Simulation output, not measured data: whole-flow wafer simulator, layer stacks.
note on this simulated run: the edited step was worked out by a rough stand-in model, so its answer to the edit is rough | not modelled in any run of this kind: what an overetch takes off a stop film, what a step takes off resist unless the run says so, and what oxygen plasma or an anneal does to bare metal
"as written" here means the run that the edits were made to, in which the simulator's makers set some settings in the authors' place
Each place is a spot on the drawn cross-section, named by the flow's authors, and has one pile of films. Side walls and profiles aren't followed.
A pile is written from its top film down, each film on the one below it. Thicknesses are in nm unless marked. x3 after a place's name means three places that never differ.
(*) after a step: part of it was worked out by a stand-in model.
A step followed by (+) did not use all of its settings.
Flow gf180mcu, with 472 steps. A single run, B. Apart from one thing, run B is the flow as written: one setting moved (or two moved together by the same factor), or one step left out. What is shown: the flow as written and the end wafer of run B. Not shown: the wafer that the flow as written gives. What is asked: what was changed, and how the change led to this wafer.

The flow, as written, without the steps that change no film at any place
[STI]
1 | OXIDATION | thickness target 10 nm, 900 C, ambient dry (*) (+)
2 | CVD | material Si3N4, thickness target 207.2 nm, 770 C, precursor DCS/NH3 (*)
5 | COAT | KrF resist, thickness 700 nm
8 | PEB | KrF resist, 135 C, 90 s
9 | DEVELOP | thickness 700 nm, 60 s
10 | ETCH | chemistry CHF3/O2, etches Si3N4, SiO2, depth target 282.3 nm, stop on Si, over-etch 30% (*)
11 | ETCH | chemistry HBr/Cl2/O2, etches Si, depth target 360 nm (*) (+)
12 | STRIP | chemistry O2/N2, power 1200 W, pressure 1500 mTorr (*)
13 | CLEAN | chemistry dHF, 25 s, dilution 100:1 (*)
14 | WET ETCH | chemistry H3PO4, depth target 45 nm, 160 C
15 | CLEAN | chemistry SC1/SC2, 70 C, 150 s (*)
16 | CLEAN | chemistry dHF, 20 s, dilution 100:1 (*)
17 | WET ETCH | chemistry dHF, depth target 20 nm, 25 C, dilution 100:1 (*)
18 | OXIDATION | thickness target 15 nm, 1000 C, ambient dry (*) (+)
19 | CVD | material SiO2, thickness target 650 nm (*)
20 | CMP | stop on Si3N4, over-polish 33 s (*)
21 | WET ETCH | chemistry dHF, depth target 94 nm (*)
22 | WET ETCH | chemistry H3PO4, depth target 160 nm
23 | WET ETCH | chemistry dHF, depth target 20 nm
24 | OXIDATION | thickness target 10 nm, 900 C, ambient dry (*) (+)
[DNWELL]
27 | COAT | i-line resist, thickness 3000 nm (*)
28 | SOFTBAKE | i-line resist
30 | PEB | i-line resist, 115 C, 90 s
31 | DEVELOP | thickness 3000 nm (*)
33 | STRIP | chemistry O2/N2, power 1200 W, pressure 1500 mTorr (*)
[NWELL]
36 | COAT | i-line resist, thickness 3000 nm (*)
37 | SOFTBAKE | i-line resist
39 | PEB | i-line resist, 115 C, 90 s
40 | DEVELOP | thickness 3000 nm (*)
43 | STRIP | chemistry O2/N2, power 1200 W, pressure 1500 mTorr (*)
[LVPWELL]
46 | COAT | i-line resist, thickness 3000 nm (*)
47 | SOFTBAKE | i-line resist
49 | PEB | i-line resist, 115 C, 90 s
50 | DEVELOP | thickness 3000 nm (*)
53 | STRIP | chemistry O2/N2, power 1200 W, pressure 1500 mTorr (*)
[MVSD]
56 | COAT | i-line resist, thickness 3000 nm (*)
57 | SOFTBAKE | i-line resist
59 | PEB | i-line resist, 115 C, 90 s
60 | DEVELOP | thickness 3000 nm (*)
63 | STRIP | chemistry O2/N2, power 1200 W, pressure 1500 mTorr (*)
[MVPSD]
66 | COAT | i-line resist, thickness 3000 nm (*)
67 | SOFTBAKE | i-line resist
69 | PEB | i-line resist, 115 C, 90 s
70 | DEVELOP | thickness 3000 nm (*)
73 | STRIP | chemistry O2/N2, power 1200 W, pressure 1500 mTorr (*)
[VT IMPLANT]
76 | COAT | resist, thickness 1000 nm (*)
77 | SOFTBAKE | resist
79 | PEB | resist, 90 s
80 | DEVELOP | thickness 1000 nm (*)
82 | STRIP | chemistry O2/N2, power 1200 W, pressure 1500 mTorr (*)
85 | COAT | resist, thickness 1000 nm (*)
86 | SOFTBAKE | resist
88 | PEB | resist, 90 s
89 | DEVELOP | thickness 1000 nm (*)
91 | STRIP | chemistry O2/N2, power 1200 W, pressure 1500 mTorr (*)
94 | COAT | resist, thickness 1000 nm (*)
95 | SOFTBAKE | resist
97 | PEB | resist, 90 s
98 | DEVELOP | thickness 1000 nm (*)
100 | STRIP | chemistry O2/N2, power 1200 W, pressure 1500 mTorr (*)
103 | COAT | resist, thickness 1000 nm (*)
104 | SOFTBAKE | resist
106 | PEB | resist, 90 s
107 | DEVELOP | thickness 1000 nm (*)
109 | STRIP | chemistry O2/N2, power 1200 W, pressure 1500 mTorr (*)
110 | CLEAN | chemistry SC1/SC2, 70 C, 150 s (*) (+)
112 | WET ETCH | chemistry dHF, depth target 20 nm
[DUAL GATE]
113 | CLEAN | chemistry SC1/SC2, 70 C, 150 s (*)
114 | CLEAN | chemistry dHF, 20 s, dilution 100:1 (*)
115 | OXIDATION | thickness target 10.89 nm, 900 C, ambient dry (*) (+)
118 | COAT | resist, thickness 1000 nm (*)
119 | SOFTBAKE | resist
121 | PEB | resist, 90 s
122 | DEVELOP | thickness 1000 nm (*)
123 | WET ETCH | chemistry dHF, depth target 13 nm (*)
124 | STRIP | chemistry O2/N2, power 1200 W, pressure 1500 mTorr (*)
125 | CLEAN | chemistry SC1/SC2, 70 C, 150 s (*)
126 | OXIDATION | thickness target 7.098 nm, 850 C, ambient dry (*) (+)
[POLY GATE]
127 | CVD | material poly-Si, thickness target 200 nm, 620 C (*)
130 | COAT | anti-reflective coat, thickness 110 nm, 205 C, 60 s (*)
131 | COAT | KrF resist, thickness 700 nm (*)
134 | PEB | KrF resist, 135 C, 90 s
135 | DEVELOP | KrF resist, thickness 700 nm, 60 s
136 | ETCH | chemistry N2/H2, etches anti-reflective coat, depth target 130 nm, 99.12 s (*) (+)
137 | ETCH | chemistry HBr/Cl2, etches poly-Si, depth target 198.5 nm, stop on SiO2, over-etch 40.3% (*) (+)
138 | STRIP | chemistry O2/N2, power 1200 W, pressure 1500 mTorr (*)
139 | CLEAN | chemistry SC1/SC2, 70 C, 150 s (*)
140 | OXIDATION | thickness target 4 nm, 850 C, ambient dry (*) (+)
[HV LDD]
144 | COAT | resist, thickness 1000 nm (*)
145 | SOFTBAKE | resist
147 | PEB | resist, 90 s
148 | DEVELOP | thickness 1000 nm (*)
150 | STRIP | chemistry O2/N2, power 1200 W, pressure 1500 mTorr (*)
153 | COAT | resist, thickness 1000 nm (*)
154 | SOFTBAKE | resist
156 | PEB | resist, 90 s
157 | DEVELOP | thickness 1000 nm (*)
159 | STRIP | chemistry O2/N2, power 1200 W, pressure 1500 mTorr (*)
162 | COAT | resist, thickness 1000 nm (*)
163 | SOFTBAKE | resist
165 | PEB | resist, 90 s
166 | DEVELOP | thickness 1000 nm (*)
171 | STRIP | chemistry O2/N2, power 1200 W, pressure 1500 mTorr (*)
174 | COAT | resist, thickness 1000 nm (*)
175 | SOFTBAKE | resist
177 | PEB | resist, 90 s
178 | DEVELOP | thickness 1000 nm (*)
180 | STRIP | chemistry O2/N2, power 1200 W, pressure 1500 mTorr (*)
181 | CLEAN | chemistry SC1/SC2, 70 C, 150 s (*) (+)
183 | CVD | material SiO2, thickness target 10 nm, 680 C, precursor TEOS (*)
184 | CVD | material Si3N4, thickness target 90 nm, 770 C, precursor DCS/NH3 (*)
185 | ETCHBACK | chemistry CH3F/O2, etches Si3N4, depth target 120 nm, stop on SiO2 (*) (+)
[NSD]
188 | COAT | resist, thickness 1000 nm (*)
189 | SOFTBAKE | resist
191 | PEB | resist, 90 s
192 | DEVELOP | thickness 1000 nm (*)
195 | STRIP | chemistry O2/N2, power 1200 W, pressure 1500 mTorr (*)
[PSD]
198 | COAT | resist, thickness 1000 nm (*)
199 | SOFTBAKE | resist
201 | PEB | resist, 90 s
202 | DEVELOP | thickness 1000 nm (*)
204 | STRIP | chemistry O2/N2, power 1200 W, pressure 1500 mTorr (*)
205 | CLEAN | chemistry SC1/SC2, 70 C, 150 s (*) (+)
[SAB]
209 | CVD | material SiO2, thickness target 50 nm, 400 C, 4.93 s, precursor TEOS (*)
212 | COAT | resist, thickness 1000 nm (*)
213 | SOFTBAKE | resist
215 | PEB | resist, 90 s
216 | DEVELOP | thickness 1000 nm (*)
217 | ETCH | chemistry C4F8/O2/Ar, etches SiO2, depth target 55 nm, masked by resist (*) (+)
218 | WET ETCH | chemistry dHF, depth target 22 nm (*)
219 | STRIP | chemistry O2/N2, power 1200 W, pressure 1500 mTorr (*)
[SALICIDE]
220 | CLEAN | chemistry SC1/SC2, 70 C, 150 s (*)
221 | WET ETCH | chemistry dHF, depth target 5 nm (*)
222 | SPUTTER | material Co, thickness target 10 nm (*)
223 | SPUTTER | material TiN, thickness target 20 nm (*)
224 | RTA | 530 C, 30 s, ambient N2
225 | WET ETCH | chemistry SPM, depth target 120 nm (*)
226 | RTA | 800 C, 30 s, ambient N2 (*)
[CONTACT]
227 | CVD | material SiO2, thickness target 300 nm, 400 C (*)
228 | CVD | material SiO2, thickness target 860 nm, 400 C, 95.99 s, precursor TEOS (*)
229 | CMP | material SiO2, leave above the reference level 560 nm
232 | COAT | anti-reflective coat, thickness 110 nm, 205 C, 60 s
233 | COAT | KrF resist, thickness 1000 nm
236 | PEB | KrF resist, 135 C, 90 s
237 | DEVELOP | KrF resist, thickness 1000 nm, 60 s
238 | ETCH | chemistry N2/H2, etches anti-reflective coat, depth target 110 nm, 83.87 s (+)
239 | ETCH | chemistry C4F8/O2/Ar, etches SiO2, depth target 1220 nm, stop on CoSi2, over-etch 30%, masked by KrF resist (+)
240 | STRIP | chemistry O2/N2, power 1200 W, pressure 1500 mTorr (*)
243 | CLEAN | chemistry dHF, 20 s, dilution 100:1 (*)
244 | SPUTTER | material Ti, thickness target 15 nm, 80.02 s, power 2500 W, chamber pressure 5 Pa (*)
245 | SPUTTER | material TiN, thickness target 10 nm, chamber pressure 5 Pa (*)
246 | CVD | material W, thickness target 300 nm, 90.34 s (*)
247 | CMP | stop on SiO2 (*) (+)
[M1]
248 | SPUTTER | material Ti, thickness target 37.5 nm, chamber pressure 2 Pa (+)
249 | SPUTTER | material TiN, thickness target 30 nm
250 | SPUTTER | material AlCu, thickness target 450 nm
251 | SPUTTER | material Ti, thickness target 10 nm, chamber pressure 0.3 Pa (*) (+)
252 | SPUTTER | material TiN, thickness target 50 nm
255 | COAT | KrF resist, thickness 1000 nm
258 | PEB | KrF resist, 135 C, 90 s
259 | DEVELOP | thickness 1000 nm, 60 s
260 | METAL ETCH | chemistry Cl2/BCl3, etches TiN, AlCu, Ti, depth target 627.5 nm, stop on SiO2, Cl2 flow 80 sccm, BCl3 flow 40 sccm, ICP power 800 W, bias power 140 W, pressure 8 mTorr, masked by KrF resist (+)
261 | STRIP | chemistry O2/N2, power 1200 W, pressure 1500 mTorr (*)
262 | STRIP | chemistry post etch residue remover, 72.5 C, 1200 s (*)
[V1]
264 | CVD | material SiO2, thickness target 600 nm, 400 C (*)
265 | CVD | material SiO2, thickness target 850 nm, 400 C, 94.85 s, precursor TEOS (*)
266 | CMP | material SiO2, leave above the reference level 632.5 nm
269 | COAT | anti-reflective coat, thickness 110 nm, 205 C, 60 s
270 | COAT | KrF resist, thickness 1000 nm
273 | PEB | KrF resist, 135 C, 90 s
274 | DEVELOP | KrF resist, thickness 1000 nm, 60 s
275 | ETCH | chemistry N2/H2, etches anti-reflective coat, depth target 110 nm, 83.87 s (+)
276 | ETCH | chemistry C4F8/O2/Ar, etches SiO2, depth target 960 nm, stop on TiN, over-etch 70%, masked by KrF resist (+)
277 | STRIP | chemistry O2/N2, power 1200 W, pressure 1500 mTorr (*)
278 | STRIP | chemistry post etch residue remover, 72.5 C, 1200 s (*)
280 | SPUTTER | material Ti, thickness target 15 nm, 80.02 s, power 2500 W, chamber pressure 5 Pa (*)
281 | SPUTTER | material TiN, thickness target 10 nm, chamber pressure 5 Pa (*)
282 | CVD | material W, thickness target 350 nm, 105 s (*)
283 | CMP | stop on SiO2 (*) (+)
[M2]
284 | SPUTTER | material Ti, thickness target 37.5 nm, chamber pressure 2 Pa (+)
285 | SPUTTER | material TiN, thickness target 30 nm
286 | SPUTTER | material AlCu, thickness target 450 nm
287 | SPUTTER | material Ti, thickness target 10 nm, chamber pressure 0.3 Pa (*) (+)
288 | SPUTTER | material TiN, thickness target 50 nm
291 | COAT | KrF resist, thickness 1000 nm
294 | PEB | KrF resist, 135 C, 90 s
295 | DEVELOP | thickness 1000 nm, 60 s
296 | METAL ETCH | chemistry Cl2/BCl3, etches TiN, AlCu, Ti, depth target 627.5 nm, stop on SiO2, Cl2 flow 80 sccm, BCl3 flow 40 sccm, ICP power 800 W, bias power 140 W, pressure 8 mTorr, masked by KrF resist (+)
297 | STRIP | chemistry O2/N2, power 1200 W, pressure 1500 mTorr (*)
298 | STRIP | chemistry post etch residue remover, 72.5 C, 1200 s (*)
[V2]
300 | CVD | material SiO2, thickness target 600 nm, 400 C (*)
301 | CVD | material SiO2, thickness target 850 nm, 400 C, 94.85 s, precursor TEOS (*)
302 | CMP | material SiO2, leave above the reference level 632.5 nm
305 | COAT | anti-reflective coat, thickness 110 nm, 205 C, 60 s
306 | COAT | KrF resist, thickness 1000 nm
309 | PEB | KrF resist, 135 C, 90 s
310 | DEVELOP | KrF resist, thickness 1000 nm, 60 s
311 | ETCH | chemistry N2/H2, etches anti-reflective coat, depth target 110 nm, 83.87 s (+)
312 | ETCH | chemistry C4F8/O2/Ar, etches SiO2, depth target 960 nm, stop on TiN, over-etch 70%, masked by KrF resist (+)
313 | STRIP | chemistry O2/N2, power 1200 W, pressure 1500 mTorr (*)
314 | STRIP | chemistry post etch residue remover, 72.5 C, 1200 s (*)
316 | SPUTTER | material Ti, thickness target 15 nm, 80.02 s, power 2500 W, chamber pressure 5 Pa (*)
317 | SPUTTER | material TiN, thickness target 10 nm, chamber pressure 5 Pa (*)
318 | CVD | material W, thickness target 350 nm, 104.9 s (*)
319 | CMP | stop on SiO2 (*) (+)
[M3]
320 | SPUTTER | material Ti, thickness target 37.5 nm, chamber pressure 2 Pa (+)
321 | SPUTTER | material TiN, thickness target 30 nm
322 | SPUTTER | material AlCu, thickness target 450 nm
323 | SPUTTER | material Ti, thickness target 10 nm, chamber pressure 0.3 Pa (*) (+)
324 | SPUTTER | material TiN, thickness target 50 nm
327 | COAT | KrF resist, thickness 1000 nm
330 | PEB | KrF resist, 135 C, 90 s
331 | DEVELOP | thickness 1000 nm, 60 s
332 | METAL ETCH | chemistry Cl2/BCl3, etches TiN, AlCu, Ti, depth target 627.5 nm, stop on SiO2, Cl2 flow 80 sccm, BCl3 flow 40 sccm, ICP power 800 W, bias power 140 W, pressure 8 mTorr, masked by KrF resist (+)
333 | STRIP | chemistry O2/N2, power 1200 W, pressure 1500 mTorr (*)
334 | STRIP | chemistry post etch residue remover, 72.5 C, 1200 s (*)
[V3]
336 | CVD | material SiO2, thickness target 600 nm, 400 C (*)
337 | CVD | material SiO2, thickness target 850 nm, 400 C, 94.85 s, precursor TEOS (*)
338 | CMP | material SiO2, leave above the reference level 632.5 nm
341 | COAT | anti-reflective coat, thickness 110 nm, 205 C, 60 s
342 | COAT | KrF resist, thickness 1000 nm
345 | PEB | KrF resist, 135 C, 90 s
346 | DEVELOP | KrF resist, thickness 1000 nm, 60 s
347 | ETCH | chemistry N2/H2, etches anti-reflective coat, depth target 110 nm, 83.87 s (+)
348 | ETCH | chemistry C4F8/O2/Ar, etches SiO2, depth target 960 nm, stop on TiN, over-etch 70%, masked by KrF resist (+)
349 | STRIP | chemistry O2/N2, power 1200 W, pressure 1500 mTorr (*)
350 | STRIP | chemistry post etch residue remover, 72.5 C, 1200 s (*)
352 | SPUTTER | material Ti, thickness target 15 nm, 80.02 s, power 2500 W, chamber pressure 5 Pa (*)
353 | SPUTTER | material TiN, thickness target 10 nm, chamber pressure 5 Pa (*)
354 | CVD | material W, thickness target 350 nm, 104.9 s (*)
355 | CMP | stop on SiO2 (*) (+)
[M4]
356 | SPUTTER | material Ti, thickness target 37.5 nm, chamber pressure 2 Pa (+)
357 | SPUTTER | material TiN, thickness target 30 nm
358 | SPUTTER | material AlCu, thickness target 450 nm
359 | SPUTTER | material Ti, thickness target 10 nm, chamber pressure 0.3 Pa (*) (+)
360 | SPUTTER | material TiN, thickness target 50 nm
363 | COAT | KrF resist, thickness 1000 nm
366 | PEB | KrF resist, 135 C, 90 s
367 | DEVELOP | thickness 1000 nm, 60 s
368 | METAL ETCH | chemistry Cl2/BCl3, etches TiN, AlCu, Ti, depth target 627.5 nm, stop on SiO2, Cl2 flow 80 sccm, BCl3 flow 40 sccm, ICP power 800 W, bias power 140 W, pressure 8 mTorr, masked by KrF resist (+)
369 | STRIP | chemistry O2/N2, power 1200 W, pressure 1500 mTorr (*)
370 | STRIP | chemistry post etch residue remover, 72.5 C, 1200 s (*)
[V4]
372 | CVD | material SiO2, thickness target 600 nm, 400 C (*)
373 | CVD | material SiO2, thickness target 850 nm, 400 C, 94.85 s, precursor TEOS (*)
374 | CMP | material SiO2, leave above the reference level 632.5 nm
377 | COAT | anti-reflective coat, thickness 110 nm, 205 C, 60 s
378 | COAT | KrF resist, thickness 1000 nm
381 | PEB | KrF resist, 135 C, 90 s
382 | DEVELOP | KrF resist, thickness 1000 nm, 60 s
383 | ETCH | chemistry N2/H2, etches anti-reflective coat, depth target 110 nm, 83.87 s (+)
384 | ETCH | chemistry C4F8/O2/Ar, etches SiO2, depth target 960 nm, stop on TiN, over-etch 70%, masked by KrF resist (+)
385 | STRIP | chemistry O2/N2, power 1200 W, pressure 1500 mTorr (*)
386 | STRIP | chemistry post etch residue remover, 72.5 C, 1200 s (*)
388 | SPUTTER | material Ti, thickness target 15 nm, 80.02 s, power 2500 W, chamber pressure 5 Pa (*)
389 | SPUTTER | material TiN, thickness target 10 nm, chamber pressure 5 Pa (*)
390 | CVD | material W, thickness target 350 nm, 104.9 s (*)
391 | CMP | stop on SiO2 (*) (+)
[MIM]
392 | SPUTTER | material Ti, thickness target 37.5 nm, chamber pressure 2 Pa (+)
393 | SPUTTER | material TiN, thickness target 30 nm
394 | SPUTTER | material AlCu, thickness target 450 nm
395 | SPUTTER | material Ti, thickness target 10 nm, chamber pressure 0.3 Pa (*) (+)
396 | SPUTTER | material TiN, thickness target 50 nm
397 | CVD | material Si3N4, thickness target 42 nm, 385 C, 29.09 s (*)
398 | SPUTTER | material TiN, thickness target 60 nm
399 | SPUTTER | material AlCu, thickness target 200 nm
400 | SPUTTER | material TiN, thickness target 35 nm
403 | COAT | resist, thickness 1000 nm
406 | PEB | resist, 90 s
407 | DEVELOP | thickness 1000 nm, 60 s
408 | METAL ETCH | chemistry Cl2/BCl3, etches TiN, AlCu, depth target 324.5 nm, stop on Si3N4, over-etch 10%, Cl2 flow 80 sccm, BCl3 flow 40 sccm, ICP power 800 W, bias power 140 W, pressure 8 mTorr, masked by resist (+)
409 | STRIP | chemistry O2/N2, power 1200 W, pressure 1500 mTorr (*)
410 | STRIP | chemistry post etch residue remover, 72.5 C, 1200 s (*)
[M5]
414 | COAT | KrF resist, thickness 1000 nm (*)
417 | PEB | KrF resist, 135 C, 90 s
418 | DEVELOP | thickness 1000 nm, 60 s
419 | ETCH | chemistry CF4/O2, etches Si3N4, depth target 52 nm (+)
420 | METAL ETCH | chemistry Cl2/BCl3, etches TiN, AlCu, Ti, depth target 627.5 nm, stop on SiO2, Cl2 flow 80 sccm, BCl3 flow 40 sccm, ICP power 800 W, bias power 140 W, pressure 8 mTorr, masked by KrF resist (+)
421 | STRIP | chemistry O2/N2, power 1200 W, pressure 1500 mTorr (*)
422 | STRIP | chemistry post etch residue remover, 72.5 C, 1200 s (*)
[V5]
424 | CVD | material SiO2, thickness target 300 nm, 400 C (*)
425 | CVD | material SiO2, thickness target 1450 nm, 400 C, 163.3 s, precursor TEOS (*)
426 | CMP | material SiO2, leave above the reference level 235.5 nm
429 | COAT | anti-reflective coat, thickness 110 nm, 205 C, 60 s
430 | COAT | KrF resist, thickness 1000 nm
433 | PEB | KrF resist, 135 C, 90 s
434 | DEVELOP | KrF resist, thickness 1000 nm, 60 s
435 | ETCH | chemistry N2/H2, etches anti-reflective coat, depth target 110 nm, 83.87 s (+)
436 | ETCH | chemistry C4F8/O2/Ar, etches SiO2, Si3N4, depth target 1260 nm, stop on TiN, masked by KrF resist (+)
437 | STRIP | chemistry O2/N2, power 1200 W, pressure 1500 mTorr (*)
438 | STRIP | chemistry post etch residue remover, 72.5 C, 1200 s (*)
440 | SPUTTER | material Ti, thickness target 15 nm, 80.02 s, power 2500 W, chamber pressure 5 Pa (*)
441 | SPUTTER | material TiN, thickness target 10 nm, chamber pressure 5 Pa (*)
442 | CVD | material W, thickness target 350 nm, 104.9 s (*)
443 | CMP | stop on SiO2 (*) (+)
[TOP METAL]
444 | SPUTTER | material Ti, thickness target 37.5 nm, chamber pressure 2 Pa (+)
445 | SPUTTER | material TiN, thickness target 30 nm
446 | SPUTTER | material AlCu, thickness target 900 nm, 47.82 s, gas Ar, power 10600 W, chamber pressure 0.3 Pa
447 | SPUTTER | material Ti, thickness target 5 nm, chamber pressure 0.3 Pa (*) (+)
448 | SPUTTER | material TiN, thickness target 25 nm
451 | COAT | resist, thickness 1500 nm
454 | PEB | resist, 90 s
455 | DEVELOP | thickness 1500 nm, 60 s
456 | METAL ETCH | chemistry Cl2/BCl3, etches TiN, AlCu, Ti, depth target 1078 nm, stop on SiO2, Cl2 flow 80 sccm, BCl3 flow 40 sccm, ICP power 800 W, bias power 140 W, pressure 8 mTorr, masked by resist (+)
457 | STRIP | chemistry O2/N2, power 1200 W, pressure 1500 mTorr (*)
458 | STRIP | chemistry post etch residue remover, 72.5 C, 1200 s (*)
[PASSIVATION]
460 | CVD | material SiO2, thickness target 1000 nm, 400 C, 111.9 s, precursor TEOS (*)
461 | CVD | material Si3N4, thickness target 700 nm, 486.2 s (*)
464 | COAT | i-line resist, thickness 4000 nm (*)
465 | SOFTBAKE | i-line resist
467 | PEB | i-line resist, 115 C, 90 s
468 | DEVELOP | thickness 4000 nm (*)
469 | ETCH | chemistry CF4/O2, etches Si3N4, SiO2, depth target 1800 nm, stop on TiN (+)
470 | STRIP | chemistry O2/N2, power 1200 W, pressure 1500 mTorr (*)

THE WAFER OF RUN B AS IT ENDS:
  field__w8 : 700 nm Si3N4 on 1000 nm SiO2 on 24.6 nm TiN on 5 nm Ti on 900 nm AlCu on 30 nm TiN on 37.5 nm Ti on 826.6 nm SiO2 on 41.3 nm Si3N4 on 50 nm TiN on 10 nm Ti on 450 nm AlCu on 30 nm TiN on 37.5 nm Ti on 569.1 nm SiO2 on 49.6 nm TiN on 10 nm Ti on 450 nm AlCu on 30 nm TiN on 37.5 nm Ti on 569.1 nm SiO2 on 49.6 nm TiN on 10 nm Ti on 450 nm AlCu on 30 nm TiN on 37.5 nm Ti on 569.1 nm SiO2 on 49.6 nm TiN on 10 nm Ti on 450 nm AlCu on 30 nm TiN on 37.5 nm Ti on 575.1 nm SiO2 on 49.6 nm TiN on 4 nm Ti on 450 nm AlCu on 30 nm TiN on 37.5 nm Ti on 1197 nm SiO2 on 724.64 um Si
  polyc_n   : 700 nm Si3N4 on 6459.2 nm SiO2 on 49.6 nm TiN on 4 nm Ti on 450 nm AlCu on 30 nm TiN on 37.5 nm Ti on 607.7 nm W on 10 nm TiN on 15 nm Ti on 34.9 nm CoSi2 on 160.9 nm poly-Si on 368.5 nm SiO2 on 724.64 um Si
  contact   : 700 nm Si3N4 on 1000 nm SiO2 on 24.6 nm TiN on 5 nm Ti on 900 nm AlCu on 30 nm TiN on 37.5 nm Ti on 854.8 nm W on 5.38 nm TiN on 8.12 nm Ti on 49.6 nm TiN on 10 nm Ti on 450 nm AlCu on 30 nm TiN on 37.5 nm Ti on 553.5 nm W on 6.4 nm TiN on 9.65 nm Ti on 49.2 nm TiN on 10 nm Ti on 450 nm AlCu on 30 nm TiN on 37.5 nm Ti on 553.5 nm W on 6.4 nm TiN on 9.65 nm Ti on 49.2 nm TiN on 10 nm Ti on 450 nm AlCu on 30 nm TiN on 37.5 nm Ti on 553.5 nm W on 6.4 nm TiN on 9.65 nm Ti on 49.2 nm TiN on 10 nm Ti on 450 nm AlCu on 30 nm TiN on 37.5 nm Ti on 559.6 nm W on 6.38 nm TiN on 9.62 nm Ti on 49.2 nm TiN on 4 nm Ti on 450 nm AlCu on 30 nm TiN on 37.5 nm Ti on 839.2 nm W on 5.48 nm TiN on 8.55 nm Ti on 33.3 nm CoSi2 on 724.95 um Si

The reason: step 251, SPUTTER: thickness target 4 nm was run, while the flow as written has thickness target 10 nm.
The wafer itself shows it: field__w8 has Ti 4, and step 251 as written asks for 10 nm.

Step by step, how the change led to this:
  251 | SPUTTER | material Ti, thickness target 10 nm, chamber pressure 0.3 Pa (*) (+)
      field, field__w1, field__w2 and 108 more: +4 Ti (new film) (it would be, as written: +10 Ti (new film))
  260 | METAL ETCH | chemistry Cl2/BCl3, etches TiN, AlCu, Ti, depth target 627.5 nm, stop on SiO2, Cl2 flow 80 sccm, BCl3 flow 40 sccm, ICP power 800 W, bias power 140 W, pressure 8 mTorr, masked by KrF resist (+)
      field, field__w1, field__w2 and 99 more: -50 TiN (all of it), -4 Ti (all of it), -450 AlCu (all of it), -30 TiN (all of it), -37.5 Ti (all of it) (it would be, as written: -50 TiN (all of it), -10 Ti (all of it), -450 AlCu (all of it), -30 TiN (all of it), -37.5 Ti (all of it))
